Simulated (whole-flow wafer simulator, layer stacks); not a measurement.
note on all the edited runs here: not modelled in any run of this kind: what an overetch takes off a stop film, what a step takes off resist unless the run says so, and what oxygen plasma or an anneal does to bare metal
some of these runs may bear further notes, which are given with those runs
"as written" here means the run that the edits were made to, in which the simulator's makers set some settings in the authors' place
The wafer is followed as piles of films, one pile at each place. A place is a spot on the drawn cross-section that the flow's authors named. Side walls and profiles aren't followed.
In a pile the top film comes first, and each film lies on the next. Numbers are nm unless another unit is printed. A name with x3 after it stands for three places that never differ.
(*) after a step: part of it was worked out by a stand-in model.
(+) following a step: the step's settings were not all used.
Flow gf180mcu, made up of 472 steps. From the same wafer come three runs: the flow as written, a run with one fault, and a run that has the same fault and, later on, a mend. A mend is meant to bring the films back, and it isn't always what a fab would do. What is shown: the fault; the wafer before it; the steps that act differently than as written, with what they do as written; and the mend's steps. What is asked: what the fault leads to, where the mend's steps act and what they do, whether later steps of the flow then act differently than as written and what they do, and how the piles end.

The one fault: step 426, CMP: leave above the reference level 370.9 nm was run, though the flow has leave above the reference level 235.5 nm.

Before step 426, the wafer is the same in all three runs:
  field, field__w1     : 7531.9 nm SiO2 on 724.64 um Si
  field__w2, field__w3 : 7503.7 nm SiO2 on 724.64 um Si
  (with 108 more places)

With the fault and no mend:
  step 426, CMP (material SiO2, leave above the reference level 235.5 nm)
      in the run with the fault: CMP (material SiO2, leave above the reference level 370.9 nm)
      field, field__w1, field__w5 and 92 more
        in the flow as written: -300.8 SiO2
        in the run with the fault: -165.4 SiO2
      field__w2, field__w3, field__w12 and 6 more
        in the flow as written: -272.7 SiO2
        in the run with the fault: -137.3 SiO2
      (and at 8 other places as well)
  Steps later in the flow that act otherwise than as written (not shown: 1 more step that differs only slightly, by at most 2% or 0.5 nm, whichever is larger):
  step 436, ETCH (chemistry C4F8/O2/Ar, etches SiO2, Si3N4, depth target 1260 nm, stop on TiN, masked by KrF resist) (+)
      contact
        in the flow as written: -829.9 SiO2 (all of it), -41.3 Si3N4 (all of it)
        in the run with the fault: -965.3 SiO2 (all of it), -41.3 Si3N4 (all of it)
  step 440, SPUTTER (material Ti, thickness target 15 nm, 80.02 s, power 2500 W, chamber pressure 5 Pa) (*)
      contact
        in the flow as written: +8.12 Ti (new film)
        in the run with the fault: +7.52 Ti (new film)
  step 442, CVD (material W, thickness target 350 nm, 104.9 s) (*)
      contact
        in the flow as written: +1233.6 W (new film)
        in the run with the fault: +1370 W (new film)
  The piles end different from the flow's at field__w4, field__w8, contact and 9 more by more than 2% or 0.5 nm, whichever is larger.
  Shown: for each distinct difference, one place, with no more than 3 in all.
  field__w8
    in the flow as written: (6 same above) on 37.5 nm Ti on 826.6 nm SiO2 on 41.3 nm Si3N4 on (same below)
    in the run with the fault: (6 same above) on 37.5 nm Ti on 962 nm SiO2 on 41.3 nm Si3N4 on (same below)
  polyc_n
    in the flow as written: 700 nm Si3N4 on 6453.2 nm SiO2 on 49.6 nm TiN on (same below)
    in the run with the fault: 700 nm Si3N4 on 6588.6 nm SiO2 on 49.6 nm TiN on (same below)
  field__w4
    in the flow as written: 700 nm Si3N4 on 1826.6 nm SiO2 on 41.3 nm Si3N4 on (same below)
    in the run with the fault: 700 nm Si3N4 on 1962 nm SiO2 on 41.3 nm Si3N4 on (same below)

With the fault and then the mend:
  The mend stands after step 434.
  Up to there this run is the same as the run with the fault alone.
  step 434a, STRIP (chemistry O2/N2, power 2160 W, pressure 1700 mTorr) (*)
      field, field__w1, field__w2 and 108 more
        -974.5 KrF resist (all of it), -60 anti-reflective coat (all of it)
      contact
        -60 anti-reflective coat (all of it)
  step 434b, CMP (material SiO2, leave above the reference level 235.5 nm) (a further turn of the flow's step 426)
      field, field__w1, field__w2 and 109 more
        -135.4 SiO2
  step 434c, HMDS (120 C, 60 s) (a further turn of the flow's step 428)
      leaves every film unchanged at each place that is followed
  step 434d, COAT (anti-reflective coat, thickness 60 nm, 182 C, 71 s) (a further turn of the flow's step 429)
      field, field__w1, field__w2 and 109 more
        +60 anti-reflective coat (new film)
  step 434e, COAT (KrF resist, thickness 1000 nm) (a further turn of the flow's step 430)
      field, field__w1, field__w2 and 109 more
        +1000 KrF resist (new film)
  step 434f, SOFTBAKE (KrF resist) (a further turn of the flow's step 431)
      leaves every film unchanged at each place that is followed
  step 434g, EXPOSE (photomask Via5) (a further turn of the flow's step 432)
      leaves every film unchanged at each place that is followed
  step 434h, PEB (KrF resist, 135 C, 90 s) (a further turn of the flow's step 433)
      field, field__w1, field__w2 and 109 more
        -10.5 KrF resist
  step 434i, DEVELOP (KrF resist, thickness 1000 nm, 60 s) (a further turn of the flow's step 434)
      field, field__w1, field__w2 and 108 more
        -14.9 KrF resist
      contact
        -989.5 KrF resist (all of it)
  None of the later steps of the flow acts differently than as written at any place that is followed.
  The piles end the same as the flow's at every place that both follow.
